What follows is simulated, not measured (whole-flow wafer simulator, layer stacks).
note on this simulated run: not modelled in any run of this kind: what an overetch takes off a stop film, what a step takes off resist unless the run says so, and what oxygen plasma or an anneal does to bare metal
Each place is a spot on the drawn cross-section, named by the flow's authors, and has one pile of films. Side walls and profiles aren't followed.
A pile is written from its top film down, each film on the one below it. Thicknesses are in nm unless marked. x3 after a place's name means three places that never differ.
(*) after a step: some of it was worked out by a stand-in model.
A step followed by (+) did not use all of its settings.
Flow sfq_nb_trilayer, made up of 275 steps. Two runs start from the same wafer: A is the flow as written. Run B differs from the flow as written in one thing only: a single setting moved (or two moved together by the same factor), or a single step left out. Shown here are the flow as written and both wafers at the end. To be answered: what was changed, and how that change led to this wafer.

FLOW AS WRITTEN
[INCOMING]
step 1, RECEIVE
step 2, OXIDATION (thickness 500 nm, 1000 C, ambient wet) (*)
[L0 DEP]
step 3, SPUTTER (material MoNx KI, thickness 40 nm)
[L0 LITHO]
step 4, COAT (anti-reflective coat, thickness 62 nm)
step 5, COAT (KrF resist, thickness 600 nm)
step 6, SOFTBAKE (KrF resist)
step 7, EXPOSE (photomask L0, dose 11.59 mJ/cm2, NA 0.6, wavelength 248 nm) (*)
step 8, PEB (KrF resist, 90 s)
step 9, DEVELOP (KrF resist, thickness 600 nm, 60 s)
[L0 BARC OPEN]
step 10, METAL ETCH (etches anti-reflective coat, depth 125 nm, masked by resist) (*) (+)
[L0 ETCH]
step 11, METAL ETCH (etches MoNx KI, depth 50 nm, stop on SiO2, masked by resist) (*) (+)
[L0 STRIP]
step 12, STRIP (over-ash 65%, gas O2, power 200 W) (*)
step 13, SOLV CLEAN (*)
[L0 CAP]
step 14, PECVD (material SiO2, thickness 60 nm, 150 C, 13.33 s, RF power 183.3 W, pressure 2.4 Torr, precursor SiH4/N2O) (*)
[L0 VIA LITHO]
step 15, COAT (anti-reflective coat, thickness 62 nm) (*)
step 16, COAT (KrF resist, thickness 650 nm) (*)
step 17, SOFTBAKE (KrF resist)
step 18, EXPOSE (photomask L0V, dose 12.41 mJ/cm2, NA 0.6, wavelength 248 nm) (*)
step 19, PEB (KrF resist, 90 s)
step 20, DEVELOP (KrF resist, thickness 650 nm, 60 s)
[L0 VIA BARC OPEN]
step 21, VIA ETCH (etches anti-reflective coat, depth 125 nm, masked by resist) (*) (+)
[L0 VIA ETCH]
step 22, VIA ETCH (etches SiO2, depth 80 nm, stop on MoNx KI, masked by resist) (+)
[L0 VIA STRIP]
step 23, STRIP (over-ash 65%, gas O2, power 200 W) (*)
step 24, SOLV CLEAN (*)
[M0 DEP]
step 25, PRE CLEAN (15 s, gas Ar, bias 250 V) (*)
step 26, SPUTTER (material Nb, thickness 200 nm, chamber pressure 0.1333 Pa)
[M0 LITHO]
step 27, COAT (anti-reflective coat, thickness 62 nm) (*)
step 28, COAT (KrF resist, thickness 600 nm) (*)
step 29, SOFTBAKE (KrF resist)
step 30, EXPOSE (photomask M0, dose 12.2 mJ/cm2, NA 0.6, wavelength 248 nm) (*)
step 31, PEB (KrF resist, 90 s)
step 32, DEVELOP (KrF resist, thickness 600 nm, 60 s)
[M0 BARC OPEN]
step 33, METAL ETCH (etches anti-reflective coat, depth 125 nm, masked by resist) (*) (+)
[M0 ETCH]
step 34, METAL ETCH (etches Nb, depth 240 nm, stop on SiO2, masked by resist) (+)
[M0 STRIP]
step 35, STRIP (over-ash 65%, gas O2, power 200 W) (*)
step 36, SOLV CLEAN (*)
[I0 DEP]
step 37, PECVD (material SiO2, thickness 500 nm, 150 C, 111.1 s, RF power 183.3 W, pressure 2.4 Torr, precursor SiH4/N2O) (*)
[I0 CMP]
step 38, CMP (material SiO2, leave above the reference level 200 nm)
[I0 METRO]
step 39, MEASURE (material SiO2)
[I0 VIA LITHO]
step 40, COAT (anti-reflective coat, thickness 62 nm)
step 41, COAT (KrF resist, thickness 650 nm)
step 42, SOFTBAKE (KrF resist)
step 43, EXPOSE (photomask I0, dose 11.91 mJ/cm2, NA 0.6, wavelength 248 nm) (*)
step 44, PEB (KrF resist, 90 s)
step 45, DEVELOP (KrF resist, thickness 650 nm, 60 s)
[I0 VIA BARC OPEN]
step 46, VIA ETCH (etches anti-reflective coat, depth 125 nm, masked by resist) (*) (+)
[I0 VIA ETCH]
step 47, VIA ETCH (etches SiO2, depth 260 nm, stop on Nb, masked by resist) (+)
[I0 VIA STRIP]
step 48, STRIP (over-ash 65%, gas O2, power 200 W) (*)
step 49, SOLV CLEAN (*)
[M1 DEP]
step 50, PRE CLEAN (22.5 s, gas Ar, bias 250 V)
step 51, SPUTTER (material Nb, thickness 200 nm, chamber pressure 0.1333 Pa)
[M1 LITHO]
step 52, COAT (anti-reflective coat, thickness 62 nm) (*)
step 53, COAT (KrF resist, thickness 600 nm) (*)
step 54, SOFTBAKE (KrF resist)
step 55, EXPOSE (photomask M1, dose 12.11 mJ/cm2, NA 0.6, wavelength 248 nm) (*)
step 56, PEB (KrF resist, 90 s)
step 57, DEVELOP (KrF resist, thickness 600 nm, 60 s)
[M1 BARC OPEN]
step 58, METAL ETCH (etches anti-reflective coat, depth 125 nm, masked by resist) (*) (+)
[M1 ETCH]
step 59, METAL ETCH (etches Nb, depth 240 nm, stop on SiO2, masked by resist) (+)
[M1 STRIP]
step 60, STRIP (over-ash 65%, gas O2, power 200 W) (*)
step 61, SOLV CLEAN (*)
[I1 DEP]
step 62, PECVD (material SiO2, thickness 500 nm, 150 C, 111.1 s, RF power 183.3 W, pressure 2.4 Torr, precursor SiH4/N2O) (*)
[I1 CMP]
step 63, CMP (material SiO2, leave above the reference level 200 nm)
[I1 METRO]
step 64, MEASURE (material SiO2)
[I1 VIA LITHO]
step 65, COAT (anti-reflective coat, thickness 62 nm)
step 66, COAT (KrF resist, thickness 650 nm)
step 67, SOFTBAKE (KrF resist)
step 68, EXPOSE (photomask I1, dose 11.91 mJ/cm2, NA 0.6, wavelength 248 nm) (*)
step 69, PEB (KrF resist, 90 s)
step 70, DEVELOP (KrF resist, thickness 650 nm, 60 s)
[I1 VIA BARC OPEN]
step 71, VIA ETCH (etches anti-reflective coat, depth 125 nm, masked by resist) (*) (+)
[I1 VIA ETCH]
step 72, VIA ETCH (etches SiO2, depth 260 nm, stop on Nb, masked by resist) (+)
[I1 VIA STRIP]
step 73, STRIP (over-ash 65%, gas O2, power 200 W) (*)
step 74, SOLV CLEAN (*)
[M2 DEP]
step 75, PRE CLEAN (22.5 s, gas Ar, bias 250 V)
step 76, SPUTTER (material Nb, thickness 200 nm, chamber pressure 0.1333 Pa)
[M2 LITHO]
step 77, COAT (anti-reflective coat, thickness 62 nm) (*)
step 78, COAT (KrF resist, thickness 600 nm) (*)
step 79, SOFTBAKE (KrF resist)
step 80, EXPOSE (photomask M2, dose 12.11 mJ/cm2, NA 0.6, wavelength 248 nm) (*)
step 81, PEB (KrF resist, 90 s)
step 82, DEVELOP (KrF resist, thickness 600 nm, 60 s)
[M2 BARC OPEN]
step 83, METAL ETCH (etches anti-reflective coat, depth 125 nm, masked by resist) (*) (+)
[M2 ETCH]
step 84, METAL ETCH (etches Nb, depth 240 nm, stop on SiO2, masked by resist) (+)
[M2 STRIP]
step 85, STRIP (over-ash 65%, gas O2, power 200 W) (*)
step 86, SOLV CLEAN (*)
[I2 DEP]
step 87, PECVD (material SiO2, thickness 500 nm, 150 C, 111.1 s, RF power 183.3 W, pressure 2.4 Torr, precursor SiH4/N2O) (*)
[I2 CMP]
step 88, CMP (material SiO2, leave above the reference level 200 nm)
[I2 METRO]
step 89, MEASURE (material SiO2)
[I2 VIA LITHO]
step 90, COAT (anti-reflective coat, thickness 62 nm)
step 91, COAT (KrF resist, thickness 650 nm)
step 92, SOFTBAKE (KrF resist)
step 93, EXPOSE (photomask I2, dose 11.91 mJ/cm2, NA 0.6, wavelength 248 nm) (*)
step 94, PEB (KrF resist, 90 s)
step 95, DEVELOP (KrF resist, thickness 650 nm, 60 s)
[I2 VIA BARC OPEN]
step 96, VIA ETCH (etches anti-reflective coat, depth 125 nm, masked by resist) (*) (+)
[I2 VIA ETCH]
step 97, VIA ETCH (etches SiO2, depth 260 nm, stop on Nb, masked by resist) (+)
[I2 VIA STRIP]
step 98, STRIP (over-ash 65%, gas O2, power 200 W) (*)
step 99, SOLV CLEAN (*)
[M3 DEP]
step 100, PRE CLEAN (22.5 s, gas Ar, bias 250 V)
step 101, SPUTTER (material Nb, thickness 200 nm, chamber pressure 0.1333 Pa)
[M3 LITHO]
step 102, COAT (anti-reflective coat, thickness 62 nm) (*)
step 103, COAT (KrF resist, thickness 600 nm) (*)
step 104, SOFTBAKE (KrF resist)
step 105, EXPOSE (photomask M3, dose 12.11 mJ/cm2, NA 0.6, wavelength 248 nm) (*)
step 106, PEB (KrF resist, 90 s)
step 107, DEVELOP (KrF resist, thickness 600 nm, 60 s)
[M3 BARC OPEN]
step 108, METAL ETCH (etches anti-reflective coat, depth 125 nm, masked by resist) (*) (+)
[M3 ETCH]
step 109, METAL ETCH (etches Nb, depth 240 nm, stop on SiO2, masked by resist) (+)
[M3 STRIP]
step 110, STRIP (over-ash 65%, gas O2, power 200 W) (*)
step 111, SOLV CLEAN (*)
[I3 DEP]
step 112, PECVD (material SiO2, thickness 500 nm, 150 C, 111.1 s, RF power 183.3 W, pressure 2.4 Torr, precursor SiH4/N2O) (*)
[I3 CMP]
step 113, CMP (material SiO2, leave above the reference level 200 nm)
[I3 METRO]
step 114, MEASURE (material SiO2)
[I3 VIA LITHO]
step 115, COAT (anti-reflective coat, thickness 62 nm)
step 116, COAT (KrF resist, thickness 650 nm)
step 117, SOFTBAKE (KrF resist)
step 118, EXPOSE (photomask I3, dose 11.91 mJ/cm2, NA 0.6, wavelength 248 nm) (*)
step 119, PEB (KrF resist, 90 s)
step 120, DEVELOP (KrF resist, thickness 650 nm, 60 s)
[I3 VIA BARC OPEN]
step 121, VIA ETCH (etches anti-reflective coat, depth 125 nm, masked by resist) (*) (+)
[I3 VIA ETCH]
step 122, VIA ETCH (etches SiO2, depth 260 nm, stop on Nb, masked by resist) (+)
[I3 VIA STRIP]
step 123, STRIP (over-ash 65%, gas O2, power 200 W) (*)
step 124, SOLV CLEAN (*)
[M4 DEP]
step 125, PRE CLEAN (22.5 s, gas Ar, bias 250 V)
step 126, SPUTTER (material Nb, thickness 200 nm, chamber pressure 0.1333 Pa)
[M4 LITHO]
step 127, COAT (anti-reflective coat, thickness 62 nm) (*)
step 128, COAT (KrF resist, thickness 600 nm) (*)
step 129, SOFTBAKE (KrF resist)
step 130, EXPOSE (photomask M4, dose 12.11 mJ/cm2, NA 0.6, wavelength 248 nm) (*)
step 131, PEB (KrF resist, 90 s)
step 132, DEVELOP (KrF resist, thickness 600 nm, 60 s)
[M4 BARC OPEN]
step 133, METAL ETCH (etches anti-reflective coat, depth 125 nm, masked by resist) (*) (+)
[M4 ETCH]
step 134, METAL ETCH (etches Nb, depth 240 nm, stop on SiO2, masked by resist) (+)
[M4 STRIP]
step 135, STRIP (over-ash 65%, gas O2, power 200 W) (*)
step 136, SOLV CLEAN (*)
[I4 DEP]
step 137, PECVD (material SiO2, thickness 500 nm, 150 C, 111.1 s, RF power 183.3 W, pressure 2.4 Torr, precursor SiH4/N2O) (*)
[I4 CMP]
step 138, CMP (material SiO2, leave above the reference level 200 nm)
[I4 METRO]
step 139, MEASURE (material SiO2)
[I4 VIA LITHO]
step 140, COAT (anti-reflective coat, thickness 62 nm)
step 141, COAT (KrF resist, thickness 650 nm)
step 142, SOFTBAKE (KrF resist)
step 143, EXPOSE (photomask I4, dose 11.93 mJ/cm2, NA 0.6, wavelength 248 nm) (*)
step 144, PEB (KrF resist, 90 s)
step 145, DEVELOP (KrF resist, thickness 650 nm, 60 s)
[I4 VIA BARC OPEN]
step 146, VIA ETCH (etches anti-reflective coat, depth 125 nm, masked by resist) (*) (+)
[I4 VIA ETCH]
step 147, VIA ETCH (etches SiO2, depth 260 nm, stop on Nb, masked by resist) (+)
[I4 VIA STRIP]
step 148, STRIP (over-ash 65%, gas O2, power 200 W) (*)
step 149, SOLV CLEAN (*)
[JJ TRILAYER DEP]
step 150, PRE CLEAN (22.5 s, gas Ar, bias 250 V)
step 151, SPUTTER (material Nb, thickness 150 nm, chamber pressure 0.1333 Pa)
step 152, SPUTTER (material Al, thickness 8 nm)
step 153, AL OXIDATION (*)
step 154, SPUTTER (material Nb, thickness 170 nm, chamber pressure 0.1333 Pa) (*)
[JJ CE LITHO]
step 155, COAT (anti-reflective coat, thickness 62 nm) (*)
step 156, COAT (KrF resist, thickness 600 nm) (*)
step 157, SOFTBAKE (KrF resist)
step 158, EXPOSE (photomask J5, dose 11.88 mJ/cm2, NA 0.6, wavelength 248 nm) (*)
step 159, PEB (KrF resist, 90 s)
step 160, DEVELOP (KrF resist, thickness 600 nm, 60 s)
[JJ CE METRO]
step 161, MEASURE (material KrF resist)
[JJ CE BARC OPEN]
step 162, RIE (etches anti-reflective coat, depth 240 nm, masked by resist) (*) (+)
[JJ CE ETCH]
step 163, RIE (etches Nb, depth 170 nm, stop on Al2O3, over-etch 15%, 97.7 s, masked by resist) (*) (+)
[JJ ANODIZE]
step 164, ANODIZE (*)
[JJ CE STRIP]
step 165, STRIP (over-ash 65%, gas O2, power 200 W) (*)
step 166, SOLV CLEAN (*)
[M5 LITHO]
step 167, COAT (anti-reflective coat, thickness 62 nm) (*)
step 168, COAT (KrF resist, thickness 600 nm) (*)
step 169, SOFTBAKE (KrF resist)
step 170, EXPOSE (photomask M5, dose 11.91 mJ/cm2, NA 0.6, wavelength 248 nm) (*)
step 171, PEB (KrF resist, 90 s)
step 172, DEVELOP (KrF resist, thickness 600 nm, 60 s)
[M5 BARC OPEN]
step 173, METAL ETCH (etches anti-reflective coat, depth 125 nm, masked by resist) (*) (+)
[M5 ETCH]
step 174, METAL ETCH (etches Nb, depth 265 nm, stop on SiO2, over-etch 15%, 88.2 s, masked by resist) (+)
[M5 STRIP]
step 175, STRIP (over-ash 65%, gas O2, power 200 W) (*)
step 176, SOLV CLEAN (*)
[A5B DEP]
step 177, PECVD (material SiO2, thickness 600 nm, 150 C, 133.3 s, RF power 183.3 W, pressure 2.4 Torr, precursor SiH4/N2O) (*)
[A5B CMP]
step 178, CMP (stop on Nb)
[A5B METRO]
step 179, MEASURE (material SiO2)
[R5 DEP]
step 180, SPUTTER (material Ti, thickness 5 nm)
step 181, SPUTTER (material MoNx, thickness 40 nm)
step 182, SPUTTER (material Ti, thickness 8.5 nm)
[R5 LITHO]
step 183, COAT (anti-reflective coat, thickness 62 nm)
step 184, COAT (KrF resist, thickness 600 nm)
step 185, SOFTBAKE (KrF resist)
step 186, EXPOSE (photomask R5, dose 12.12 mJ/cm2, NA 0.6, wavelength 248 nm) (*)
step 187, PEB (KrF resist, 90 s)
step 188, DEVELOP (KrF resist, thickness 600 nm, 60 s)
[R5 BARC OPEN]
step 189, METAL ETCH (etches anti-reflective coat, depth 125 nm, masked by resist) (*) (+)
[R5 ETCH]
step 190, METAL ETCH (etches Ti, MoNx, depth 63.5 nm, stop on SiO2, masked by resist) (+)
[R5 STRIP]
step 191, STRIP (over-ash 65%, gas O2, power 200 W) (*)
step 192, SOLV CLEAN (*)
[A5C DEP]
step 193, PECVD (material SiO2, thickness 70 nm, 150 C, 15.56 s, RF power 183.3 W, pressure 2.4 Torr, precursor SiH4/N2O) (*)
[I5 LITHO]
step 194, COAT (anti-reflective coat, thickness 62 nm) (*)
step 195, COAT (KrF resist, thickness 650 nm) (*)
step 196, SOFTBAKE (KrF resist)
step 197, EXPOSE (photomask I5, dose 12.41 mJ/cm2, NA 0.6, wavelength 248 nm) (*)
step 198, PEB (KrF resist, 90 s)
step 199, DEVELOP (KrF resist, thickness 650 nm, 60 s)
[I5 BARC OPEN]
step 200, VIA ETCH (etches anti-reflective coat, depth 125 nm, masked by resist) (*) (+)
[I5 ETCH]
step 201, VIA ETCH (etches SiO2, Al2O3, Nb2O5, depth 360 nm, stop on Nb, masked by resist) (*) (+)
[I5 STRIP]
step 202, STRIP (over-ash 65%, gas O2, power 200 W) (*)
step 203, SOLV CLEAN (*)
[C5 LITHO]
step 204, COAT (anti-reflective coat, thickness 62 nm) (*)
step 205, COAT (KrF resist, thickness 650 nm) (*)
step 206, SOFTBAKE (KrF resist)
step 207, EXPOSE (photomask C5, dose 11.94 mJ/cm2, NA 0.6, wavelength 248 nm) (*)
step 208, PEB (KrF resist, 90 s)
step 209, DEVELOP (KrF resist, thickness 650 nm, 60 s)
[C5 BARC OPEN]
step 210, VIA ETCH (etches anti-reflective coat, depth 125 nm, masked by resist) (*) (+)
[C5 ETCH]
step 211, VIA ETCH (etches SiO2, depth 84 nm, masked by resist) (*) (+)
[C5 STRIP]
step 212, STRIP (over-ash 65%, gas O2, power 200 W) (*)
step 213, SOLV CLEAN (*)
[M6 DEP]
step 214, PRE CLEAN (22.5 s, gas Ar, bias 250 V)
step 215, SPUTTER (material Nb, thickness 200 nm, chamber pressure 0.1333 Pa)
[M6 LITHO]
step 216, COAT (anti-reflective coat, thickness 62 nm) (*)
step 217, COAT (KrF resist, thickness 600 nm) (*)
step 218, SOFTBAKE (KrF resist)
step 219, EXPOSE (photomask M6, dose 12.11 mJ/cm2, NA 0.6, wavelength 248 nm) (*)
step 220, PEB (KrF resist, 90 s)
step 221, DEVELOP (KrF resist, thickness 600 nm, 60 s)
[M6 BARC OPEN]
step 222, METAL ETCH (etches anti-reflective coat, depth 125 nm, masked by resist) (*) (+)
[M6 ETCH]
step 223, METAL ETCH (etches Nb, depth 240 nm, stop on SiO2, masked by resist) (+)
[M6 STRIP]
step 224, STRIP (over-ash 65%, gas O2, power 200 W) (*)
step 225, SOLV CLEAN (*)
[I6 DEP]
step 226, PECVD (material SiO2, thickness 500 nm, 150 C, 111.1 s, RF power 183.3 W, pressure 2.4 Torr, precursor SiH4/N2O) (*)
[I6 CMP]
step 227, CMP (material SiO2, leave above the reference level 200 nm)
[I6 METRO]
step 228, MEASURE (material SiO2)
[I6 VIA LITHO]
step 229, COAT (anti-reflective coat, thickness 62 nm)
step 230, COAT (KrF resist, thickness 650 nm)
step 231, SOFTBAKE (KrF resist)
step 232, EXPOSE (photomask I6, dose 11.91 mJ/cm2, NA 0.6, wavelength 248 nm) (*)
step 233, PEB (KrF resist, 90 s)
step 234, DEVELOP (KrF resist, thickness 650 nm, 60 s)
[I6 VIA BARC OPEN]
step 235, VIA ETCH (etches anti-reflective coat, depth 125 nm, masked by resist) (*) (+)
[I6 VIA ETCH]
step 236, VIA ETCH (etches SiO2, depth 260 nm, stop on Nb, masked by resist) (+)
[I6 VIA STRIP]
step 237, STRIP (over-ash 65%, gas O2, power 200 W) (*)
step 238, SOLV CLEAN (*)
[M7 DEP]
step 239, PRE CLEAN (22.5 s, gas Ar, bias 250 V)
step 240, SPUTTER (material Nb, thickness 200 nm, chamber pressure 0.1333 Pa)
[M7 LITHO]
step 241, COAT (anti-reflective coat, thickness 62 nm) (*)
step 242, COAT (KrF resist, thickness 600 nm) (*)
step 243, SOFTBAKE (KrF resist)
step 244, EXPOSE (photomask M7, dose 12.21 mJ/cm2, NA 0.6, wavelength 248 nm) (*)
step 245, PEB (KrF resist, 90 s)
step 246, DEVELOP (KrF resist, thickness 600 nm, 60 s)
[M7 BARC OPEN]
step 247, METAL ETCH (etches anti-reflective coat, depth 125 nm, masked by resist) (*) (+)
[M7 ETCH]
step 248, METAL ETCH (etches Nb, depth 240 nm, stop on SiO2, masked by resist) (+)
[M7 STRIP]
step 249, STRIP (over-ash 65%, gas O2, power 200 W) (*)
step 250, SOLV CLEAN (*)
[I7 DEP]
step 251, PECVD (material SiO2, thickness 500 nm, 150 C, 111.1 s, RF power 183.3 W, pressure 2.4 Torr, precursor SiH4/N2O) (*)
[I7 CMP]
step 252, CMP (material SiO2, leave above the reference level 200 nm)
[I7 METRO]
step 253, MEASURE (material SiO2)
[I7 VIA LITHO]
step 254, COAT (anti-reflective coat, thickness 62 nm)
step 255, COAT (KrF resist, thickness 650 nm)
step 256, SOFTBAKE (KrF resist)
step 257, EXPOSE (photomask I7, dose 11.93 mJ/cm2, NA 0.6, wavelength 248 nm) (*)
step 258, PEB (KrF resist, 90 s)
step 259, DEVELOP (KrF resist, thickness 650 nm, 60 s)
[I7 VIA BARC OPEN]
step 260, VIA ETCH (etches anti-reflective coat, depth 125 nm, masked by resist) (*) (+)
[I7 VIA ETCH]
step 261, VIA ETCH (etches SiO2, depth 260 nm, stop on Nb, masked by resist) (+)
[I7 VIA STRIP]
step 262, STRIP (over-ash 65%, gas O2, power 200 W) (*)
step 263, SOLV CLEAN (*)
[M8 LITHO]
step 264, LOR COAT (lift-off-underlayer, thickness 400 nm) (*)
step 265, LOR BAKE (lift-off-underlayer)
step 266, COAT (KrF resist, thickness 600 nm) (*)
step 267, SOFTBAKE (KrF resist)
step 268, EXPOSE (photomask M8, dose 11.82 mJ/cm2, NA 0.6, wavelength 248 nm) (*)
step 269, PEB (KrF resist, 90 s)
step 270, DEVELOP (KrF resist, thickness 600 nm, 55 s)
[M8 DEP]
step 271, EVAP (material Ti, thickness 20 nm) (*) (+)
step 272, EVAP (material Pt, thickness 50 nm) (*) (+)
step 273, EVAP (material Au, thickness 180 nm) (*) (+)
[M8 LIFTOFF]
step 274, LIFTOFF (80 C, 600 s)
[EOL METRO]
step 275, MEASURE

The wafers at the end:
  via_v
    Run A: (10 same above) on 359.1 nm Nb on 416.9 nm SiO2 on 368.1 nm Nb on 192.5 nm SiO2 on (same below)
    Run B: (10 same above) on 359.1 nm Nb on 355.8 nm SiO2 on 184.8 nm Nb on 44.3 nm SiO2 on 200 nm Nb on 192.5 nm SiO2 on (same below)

What caused this: step 72, VIA ETCH: depth 148 nm was run, whereas the flow has depth 260 nm.

The path from the change to this, step by step:
  step 72, VIA ETCH (etches SiO2, depth 260 nm, stop on Nb, masked by resist) (+)
      via_v: A -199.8 SiO2 (all of it) | B -148 SiO2
      field_l, v_sur, via_wl and 102 more: A -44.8 KrF resist | B -25.5 KrF resist
  step 73, STRIP (over-ash 65%, gas O2, power 200 W) (*)
      field_l, v_sur, via_wl and 102 more: A -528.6 KrF resist (all of it), -62 anti-reflective coat (all of it) | B -547.9 KrF resist (all of it), -62 anti-reflective coat (all of it)
  step 75, PRE CLEAN (22.5 s, gas Ar, bias 250 V)
      via_v: A -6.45 Nb | B -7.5 SiO2
  step 76, SPUTTER (material Nb, thickness 200 nm, chamber pressure 0.1333 Pa)
      via_v: A +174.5 Nb | B +184.8 Nb (new film)
  step 77, COAT (anti-reflective coat, thickness 62 nm) (*)
      via_v: A +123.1 anti-reflective coat (new film) | B +111.1 anti-reflective coat (new film)
  step 78, COAT (KrF resist, thickness 600 nm) (*)
      via_v: A +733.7 KrF resist (new film) | B +692.6 KrF resist (new film)
  step 85, STRIP (over-ash 65%, gas O2, power 200 W) (*)
      via_v: A -515.8 KrF resist (all of it), -123.1 anti-reflective coat (all of it) | B -474.7 KrF resist (all of it), -111.1 anti-reflective coat (all of it)
  step 87, PECVD (material SiO2, thickness 500 nm, 150 C, 111.1 s, RF power 183.3 W, pressure 2.4 Torr, precursor SiH4/N2O) (*)
      via_v: A +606 SiO2 (new film) | B +520.4 SiO2 (new film)
  step 88, CMP (material SiO2, leave above the reference level 200 nm)
      via_v: A -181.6 SiO2 | B -157.1 SiO2
Taking metal films that touch as one body, via_v has 7 bodies (between them, from the top down: SiO2 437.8; SiO2 209 / Al2O3 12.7 / Nb2O5 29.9; SiO2 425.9; SiO2 355.8; SiO2 44.3; SiO2 192.5); the flow as written gives 6 bodies (between them, from the top down: SiO2 437.8; SiO2 209 / Al2O3 12.7 / Nb2O5 29.9; SiO2 425.9; SiO2 416.9; SiO2 192.5).
